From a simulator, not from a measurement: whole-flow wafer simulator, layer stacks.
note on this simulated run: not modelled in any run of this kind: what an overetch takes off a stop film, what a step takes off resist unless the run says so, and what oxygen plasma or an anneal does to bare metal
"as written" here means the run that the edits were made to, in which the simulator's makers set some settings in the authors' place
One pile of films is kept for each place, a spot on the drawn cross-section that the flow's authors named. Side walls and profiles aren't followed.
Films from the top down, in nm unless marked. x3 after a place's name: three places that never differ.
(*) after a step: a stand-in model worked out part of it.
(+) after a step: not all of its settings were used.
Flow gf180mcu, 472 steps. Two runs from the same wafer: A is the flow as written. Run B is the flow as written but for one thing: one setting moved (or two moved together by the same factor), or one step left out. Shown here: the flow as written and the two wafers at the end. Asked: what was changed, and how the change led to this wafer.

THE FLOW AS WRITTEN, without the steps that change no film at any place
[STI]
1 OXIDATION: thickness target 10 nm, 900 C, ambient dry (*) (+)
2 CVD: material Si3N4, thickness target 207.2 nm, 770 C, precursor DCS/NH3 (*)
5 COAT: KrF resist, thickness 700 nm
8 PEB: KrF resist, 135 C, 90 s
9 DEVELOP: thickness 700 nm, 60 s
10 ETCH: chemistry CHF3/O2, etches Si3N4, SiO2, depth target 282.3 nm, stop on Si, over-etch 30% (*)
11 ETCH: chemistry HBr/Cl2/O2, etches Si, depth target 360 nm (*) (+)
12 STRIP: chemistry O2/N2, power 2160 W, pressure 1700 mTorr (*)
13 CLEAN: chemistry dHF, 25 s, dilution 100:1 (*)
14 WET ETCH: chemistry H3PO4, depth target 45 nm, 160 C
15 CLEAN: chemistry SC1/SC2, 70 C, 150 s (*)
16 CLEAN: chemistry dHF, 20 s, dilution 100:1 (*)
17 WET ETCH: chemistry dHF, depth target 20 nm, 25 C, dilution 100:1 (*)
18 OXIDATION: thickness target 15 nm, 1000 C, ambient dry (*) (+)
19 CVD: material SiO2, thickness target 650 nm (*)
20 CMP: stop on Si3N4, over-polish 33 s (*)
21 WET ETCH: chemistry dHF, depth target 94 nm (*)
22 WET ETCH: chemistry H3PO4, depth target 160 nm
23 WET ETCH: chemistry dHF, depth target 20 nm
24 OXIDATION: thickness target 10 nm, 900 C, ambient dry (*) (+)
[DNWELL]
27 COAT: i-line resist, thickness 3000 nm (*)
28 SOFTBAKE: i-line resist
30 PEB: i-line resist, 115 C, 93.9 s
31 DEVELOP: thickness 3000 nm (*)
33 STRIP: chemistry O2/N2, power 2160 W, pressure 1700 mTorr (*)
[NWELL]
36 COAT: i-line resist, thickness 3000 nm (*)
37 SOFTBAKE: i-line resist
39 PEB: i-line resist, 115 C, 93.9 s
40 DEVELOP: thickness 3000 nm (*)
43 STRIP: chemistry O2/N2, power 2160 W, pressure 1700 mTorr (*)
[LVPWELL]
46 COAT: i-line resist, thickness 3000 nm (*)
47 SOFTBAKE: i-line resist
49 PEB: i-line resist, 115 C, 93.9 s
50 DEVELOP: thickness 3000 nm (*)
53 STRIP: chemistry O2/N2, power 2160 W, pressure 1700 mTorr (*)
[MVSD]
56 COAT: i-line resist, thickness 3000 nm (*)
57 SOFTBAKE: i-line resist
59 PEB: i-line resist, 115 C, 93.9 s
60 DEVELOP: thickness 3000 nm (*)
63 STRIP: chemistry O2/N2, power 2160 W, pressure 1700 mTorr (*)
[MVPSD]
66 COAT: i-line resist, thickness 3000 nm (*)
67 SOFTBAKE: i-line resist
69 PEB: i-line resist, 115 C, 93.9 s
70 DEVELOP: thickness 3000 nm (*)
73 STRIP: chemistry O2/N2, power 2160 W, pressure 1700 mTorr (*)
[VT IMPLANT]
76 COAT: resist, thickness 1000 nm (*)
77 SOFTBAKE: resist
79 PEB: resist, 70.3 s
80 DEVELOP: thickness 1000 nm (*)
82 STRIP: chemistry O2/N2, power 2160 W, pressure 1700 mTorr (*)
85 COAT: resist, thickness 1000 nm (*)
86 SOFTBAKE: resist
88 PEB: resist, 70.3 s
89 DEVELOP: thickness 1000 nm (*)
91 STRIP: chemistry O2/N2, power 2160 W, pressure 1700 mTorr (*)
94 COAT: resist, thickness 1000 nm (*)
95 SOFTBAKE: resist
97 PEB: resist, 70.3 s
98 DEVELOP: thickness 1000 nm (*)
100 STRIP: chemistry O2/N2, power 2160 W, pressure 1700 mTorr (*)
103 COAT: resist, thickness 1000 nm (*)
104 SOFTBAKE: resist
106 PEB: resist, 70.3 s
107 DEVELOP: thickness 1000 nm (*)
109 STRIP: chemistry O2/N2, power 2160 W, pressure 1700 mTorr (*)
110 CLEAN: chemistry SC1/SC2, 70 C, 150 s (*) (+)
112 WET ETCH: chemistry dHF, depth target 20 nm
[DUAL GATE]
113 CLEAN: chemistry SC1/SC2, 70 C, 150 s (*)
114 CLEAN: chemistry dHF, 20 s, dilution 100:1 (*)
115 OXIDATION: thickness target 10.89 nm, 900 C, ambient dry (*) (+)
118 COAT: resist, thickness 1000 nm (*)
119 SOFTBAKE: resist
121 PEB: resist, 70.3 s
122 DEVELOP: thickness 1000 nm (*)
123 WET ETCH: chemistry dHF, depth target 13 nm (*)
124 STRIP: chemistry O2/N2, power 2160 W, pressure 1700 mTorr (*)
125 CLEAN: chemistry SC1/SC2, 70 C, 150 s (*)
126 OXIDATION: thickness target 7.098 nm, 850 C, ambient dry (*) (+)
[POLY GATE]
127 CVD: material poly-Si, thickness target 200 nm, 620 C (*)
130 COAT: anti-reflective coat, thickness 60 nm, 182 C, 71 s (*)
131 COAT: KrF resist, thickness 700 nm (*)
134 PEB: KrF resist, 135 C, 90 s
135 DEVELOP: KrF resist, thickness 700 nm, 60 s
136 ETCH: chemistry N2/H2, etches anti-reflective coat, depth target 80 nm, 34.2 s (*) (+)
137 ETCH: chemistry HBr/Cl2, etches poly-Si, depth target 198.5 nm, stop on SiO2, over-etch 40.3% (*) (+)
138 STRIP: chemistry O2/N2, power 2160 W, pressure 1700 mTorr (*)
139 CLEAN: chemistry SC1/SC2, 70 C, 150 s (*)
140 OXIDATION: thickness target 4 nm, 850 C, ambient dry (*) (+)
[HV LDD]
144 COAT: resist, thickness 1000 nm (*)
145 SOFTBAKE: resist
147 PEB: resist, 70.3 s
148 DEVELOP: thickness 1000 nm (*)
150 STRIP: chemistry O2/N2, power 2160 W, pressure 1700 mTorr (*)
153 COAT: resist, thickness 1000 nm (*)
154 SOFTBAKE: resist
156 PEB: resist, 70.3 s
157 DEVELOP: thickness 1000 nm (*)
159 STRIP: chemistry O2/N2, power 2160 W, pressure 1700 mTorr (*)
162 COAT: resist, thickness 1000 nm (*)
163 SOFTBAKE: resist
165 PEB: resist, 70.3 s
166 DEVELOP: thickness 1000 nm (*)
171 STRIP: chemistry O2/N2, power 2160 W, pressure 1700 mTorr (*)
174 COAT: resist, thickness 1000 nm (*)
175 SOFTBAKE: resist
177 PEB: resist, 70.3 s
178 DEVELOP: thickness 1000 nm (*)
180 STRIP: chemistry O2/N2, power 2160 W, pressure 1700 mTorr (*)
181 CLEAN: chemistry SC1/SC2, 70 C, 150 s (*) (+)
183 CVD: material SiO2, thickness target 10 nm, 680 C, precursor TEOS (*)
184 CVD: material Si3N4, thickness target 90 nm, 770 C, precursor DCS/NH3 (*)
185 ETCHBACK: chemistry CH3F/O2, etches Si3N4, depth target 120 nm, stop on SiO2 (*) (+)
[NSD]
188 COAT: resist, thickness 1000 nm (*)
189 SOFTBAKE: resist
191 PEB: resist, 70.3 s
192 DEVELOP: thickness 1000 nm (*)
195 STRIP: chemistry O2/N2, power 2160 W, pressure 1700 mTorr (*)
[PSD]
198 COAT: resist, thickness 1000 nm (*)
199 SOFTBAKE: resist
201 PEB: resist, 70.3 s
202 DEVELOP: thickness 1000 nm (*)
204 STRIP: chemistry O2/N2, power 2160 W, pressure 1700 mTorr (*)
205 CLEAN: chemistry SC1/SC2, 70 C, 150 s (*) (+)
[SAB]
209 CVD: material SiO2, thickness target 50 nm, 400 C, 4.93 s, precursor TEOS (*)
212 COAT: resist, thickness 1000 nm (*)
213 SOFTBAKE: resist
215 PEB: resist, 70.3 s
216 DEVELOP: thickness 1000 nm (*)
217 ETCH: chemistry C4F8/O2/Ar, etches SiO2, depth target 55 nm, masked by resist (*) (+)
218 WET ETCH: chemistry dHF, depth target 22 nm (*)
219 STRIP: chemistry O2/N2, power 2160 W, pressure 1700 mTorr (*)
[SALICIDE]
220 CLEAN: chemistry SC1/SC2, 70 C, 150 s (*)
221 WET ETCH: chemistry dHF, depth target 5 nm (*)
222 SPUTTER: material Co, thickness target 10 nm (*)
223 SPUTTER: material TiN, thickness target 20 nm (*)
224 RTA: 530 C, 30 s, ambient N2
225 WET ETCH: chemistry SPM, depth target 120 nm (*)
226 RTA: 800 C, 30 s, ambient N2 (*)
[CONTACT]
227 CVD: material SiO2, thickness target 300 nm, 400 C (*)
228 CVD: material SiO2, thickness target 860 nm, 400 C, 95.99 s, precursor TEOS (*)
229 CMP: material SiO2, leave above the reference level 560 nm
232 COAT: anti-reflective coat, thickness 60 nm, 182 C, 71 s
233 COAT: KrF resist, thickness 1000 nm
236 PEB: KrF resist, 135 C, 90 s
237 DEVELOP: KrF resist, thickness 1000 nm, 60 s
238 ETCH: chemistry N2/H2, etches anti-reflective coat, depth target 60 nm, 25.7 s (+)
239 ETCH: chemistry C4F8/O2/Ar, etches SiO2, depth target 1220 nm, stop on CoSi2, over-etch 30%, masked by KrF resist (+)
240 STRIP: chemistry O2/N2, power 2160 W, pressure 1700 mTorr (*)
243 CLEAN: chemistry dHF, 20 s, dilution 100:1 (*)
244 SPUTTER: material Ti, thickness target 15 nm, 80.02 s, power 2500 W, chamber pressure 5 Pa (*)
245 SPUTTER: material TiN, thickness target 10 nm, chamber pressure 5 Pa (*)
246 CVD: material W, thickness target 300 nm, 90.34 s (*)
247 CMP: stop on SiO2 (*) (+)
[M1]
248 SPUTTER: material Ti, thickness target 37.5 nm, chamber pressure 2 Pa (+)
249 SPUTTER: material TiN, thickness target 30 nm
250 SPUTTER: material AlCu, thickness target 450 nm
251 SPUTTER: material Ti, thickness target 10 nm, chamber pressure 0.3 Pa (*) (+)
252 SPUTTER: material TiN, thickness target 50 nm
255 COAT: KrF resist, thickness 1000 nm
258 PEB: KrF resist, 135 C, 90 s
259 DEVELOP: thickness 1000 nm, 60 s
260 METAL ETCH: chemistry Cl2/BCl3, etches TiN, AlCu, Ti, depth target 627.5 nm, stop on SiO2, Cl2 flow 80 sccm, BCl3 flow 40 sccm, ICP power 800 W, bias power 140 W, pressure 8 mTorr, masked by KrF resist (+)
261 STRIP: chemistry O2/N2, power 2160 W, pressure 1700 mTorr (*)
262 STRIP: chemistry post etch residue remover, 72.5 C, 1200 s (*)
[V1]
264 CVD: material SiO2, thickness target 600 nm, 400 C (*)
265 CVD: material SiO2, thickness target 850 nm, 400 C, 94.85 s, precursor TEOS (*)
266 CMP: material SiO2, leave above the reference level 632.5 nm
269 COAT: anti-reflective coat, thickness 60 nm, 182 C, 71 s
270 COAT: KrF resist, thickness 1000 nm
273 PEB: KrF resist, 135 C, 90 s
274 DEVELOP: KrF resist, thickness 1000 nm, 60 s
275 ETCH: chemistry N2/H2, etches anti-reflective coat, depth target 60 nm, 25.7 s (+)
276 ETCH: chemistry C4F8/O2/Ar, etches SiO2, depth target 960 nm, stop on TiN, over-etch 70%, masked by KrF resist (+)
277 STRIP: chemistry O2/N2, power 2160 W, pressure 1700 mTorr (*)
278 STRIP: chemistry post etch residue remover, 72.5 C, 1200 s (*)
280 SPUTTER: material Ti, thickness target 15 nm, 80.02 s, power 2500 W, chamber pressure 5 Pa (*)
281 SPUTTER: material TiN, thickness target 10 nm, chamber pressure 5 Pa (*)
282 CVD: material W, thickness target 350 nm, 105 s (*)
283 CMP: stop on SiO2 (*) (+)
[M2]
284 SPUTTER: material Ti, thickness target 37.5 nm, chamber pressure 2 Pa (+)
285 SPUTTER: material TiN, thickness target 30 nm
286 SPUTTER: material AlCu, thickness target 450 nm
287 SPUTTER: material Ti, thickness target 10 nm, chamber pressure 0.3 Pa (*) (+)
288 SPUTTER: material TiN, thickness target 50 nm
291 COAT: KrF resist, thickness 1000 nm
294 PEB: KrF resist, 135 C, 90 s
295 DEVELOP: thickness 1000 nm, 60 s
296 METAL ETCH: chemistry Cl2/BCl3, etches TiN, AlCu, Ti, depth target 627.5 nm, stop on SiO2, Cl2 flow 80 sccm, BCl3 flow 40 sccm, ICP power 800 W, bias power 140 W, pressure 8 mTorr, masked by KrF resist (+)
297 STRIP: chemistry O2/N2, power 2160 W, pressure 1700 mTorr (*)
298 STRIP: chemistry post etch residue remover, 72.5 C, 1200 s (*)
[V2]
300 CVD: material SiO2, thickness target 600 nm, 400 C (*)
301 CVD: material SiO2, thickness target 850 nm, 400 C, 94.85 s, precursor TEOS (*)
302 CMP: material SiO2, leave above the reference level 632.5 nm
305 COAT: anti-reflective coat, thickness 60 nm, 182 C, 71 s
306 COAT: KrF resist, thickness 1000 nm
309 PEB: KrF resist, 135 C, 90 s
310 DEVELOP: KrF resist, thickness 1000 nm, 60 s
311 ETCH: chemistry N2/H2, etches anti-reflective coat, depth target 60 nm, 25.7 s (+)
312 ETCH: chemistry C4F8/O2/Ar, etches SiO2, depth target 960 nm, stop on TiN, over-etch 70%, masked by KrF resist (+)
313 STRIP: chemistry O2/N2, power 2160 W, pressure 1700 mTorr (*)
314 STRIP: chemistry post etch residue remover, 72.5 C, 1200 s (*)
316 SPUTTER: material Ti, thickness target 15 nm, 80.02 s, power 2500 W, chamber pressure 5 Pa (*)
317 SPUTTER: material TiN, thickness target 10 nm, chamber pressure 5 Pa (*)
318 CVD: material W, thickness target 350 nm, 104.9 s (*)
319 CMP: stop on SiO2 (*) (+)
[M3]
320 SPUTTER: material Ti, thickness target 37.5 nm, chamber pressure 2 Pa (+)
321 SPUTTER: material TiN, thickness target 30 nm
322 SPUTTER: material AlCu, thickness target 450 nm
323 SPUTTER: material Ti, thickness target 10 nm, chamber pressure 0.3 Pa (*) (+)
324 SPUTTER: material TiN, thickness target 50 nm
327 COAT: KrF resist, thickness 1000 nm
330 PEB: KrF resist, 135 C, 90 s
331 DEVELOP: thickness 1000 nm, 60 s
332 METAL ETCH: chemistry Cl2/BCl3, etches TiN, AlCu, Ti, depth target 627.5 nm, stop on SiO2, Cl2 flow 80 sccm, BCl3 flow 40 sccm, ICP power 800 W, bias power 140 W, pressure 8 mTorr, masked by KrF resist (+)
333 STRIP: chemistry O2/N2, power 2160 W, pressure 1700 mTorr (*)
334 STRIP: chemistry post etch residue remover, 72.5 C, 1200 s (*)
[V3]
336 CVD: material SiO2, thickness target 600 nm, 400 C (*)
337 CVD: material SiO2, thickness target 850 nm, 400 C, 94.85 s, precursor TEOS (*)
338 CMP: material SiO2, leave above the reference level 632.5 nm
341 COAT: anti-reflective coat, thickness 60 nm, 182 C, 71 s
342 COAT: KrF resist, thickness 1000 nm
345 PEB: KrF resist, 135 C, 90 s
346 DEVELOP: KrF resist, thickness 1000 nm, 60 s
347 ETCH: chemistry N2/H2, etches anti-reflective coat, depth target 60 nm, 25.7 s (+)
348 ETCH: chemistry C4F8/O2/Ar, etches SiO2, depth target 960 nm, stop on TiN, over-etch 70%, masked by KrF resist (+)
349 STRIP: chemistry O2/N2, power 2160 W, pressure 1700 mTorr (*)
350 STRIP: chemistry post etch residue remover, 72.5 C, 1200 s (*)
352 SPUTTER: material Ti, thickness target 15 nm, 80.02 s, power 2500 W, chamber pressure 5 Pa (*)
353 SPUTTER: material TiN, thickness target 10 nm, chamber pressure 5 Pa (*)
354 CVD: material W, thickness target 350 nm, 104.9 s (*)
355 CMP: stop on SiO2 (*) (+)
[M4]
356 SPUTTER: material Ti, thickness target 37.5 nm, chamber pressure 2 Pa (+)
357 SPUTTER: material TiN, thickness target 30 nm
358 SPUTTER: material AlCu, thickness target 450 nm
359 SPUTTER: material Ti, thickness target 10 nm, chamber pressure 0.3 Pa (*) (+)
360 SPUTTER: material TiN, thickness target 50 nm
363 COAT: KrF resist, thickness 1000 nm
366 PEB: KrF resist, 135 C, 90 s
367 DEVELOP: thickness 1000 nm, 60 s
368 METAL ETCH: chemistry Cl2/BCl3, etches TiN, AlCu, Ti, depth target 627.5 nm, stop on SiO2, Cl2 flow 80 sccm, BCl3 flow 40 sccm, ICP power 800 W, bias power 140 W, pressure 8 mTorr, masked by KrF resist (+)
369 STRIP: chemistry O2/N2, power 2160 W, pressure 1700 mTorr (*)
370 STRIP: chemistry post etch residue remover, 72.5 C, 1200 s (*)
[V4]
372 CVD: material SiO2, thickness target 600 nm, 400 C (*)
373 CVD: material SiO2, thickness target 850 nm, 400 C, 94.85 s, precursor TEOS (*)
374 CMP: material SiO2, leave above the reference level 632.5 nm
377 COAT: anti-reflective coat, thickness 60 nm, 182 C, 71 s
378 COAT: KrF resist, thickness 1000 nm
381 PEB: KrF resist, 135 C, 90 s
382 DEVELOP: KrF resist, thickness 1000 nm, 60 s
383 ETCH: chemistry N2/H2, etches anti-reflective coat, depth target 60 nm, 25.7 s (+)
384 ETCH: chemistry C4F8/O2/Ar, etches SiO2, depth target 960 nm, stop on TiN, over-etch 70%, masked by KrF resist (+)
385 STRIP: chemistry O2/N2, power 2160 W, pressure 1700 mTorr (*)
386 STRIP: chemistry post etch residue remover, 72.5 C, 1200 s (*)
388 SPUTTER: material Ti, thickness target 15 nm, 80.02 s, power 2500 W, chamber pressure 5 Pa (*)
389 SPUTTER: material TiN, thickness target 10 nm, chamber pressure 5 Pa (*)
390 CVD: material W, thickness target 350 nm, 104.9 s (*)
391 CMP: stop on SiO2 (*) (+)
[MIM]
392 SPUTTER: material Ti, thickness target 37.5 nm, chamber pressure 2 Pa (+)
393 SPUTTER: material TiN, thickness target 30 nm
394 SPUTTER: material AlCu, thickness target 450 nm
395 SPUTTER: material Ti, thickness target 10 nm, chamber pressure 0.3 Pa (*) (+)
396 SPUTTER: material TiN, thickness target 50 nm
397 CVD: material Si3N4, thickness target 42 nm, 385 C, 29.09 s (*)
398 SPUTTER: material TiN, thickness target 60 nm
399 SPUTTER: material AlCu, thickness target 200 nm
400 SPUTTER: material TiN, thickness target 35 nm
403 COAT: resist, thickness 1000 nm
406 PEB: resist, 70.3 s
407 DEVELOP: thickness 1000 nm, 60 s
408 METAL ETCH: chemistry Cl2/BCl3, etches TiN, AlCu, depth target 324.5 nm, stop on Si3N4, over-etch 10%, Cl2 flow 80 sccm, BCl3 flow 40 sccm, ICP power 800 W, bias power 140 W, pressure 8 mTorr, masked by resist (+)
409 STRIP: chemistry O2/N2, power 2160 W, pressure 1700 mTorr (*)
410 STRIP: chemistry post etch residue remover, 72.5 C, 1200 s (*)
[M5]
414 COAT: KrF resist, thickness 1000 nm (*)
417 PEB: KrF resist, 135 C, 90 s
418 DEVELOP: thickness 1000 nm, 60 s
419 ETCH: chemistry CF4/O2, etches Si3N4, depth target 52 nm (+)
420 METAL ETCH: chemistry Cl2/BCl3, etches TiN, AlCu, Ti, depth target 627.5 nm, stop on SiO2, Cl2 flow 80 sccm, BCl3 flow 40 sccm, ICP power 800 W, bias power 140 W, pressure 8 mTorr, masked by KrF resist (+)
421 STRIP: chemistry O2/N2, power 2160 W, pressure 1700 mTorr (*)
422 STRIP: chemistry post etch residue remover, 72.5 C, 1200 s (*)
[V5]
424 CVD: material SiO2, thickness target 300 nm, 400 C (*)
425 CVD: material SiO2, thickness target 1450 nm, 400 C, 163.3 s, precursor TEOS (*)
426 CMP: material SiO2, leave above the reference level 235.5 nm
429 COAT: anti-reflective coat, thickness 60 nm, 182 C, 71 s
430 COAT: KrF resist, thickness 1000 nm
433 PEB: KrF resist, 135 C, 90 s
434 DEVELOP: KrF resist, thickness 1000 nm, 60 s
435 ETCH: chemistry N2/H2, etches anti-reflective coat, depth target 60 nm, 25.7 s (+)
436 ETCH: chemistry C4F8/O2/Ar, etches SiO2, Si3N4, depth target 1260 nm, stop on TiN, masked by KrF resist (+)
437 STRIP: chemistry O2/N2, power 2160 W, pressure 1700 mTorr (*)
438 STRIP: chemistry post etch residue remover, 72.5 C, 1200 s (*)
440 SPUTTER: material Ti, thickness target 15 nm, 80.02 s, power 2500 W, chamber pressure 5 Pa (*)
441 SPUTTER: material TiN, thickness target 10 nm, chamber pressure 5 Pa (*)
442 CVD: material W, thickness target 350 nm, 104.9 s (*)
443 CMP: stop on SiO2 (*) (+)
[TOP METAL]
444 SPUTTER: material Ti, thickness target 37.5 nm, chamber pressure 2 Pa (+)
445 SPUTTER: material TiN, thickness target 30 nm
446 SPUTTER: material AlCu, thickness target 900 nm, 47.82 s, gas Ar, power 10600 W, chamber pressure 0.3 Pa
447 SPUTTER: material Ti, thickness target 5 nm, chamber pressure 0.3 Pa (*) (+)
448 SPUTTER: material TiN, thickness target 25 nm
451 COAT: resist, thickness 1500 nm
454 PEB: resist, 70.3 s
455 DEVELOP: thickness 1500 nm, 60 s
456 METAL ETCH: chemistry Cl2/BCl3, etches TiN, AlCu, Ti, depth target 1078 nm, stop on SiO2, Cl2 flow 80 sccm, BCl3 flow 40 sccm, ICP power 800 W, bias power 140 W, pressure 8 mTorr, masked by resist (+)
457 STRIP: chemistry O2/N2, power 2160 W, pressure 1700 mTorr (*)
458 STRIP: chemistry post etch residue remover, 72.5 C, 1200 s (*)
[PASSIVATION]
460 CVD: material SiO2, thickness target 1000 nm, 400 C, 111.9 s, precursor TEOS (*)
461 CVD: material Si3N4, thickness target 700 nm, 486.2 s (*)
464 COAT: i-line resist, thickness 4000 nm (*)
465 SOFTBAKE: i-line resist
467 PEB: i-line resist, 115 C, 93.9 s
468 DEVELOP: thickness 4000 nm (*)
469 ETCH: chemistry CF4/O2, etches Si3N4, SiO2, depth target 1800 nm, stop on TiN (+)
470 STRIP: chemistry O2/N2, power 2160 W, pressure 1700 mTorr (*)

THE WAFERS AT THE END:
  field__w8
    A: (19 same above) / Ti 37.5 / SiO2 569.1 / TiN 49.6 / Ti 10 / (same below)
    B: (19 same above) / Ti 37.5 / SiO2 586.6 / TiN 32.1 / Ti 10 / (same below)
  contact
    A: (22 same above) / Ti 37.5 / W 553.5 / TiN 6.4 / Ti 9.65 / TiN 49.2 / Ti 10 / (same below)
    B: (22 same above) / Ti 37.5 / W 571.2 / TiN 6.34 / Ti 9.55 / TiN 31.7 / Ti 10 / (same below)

The cause: step 324, SPUTTER: thickness target 32.5 nm was run, where the flow has thickness target 50 nm.

How the change led to this, step by step:
  324 SPUTTER: material TiN, thickness target 50 nm
      field, field__w1, field__w2 and 108 more: A TiN +50 (new film) | B TiN +32.5 (new film)
  332 METAL ETCH: chemistry Cl2/BCl3, etches TiN, AlCu, Ti, depth target 627.5 nm, stop on SiO2, Cl2 flow 80 sccm, BCl3 flow 40 sccm, ICP power 800 W, bias power 140 W, pressure 8 mTorr, masked by KrF resist (+)
      field, field__w1, field__w2 and 103 more: A TiN -50 (all of it), Ti -10 (all of it), AlCu -450 (all of it), TiN -30 (all of it), Ti -37.5 (all of it) | B TiN -32.5 (all of it), Ti -10 (all of it), AlCu -450 (all of it), TiN -30 (all of it), Ti -37.5 (all of it)
  348 ETCH: chemistry C4F8/O2/Ar, etches SiO2, depth target 960 nm, stop on TiN, over-etch 70%, masked by KrF resist (+)
      contact: A SiO2 -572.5 (all of it) | B SiO2 -590 (all of it)
